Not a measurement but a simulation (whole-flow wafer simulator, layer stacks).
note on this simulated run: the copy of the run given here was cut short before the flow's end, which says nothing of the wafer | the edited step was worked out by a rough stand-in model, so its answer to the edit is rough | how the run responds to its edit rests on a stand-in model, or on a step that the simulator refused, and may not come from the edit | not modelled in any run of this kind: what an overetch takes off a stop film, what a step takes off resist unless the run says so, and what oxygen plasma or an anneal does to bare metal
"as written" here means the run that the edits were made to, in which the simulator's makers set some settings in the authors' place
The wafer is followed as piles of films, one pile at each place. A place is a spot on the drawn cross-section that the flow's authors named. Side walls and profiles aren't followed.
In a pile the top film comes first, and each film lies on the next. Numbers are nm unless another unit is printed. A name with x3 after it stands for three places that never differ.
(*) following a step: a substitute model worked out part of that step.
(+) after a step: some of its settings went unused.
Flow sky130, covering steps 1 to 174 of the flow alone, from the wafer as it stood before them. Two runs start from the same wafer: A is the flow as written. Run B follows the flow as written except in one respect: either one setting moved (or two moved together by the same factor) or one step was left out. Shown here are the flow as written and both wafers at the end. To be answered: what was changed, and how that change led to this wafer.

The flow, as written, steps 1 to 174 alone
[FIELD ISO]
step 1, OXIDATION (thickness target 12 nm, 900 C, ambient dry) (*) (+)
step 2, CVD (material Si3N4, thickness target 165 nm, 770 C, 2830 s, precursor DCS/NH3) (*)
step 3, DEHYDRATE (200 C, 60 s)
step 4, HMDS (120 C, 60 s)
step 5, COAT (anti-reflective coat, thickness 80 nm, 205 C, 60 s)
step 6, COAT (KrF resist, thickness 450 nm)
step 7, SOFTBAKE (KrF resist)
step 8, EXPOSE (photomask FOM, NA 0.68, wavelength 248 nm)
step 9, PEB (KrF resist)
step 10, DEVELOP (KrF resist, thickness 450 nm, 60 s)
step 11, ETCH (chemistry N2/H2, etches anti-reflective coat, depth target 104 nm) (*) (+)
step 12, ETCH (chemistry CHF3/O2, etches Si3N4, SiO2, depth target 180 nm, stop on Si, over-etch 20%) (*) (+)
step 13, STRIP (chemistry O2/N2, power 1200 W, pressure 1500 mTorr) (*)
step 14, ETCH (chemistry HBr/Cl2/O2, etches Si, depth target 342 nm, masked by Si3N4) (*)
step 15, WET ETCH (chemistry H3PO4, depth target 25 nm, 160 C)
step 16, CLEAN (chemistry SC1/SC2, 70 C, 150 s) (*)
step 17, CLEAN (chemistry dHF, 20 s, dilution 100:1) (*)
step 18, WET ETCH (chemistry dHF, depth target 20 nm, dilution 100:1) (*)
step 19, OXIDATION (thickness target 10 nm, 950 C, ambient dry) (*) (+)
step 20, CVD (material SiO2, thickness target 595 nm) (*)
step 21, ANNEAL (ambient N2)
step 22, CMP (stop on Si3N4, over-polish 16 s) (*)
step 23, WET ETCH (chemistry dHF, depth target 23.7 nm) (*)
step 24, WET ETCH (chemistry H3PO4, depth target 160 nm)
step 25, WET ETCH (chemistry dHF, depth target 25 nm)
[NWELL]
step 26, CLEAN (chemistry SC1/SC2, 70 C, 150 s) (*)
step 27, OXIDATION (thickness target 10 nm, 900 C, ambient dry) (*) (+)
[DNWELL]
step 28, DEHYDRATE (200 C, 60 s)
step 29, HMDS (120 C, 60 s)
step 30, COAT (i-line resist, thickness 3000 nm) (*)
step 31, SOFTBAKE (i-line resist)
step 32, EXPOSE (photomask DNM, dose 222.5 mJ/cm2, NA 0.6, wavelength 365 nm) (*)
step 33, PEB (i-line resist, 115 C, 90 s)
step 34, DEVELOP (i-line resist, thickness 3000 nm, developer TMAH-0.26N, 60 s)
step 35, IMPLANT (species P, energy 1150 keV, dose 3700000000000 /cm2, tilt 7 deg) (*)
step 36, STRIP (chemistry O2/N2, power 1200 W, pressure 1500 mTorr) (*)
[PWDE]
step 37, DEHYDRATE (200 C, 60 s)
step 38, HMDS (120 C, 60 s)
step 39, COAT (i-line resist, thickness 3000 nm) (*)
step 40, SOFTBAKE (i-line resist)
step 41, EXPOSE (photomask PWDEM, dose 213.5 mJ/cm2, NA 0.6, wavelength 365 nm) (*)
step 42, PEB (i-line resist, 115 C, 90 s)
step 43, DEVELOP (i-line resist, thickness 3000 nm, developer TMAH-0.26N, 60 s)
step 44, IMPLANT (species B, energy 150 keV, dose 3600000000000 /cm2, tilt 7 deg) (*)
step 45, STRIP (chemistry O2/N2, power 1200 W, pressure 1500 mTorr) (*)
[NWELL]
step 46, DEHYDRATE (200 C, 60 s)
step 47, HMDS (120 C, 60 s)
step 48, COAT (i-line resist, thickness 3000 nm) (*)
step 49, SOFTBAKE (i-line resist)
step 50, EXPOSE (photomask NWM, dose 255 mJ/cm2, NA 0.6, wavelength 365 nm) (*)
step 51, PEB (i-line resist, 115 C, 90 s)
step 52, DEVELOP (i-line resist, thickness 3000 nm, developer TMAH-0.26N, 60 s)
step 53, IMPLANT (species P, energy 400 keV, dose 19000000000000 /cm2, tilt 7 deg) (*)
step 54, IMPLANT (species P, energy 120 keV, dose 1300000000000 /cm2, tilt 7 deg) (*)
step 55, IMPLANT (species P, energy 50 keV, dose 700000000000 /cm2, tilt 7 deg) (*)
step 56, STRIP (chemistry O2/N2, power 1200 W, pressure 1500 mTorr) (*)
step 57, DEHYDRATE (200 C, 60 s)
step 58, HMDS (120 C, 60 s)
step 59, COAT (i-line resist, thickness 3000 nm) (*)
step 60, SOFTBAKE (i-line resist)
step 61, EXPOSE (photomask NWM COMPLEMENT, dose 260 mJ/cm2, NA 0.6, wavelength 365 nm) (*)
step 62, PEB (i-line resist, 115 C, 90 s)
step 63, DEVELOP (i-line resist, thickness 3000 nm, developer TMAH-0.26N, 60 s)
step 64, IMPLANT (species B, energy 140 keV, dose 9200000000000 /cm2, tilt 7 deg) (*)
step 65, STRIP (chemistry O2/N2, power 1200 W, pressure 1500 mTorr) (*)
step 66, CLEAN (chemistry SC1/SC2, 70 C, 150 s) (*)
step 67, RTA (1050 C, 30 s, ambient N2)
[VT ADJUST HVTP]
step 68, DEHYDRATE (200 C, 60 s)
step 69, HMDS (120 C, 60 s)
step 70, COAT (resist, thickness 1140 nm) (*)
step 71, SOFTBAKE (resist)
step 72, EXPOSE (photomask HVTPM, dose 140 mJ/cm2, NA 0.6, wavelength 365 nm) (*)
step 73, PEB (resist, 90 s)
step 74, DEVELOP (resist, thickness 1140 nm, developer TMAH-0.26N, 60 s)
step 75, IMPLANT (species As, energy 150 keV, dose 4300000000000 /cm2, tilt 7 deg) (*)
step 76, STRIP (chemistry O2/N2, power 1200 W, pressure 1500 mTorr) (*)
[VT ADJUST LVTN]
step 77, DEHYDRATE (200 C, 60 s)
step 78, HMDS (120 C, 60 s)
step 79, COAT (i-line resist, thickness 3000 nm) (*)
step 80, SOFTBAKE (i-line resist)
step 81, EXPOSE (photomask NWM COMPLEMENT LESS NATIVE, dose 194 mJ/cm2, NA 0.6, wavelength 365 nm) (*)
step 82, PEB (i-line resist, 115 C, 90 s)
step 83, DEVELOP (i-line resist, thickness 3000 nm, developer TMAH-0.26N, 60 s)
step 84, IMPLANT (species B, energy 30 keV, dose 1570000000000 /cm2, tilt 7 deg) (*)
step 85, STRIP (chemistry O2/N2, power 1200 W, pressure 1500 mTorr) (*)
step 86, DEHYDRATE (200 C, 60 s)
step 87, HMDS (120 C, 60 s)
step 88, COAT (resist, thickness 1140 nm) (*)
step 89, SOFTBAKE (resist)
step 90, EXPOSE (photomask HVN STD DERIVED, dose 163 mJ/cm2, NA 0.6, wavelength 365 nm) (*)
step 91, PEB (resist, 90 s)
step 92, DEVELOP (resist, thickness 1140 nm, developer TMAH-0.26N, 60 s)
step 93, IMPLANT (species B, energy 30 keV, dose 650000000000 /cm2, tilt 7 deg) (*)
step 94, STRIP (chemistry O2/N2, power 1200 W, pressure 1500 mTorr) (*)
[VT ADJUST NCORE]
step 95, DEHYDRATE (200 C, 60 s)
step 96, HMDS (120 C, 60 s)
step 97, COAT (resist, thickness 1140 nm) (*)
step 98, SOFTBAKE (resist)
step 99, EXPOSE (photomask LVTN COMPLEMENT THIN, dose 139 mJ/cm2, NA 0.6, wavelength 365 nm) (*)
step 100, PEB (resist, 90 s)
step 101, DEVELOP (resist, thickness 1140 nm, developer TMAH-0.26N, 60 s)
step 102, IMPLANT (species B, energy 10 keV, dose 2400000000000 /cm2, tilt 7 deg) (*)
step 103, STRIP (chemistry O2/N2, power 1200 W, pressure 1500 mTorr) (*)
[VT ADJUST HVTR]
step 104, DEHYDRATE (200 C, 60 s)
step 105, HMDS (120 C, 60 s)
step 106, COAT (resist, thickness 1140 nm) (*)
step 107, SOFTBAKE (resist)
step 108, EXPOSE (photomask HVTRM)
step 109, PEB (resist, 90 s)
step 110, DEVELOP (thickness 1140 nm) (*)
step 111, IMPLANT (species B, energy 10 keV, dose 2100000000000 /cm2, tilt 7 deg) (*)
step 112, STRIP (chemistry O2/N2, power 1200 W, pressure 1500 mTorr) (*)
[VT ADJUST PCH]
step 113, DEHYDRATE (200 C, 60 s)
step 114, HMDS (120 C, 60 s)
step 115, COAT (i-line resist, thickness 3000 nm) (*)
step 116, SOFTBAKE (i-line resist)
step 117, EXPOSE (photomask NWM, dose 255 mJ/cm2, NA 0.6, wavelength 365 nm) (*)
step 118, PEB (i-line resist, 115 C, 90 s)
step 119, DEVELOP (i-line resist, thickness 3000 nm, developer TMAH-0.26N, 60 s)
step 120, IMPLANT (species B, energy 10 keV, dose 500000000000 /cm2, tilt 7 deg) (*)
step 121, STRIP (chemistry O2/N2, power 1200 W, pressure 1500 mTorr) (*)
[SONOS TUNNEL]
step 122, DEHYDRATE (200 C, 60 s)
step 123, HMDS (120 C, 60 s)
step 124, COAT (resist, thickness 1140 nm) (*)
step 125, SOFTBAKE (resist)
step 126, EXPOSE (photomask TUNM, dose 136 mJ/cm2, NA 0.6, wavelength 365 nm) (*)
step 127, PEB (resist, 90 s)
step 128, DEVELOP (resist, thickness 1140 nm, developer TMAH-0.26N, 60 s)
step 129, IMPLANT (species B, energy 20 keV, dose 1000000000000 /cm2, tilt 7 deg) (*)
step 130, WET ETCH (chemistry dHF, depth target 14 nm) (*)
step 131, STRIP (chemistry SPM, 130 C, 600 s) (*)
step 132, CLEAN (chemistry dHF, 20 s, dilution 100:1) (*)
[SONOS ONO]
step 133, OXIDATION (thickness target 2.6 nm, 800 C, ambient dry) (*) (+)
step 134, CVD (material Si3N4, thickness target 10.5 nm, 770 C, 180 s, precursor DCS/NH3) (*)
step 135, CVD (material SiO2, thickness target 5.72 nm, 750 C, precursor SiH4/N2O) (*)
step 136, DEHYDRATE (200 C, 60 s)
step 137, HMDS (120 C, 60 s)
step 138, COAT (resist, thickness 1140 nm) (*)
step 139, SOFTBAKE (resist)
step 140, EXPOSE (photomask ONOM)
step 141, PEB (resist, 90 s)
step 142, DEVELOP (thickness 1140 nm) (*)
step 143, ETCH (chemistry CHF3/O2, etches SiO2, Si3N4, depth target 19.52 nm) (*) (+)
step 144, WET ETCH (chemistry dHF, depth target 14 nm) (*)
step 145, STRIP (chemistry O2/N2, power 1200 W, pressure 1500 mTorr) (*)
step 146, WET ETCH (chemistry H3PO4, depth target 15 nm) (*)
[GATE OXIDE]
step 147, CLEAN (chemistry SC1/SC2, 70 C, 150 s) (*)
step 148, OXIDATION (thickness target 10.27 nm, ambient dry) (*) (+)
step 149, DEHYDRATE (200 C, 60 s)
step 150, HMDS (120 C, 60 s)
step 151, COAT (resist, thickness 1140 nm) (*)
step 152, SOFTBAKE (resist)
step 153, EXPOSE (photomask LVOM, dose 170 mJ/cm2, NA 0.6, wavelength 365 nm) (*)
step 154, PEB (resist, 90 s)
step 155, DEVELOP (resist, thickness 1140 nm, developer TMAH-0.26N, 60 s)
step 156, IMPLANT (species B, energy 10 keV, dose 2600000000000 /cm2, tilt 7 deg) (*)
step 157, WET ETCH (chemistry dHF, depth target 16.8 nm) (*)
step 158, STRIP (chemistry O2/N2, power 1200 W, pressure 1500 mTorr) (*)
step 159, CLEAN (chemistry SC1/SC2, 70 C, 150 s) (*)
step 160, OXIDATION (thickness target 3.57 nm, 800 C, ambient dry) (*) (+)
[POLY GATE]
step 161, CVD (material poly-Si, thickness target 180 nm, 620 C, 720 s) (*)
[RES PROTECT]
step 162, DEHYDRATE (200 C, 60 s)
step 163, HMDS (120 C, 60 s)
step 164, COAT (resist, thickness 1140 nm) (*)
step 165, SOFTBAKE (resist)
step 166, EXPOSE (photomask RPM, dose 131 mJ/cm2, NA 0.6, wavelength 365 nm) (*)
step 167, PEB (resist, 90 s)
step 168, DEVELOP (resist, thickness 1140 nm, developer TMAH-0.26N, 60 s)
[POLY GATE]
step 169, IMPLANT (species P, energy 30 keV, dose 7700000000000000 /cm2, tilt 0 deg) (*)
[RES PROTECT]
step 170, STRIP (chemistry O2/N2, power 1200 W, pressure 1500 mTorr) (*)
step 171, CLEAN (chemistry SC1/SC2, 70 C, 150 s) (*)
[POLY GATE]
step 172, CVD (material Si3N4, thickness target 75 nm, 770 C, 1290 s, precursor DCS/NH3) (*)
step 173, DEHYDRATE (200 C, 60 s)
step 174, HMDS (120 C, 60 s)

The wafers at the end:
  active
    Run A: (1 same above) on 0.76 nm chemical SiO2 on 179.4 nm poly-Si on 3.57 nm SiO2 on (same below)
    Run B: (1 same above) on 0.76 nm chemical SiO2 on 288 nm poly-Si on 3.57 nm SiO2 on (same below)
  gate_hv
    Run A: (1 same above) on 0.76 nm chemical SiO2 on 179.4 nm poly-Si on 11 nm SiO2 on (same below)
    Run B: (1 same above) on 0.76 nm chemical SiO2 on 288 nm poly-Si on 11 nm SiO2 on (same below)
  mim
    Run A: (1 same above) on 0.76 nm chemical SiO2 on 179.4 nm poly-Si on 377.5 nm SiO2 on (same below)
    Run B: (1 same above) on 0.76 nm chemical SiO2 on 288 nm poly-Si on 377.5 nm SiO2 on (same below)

What caused this: step 161, CVD: 1152 s was run, whereas the flow has 720 s.

How this came from the change, step by step:
  step 161, CVD (material poly-Si, thickness target 180 nm, 620 C, 720 s) (*)
      field, active, n_well and 186 more: A +180 poly-Si (new film) | B +288.6 poly-Si (new film)
      ndiff_dn: A +215.7 poly-Si (new film) | B +329.9 poly-Si (new film)
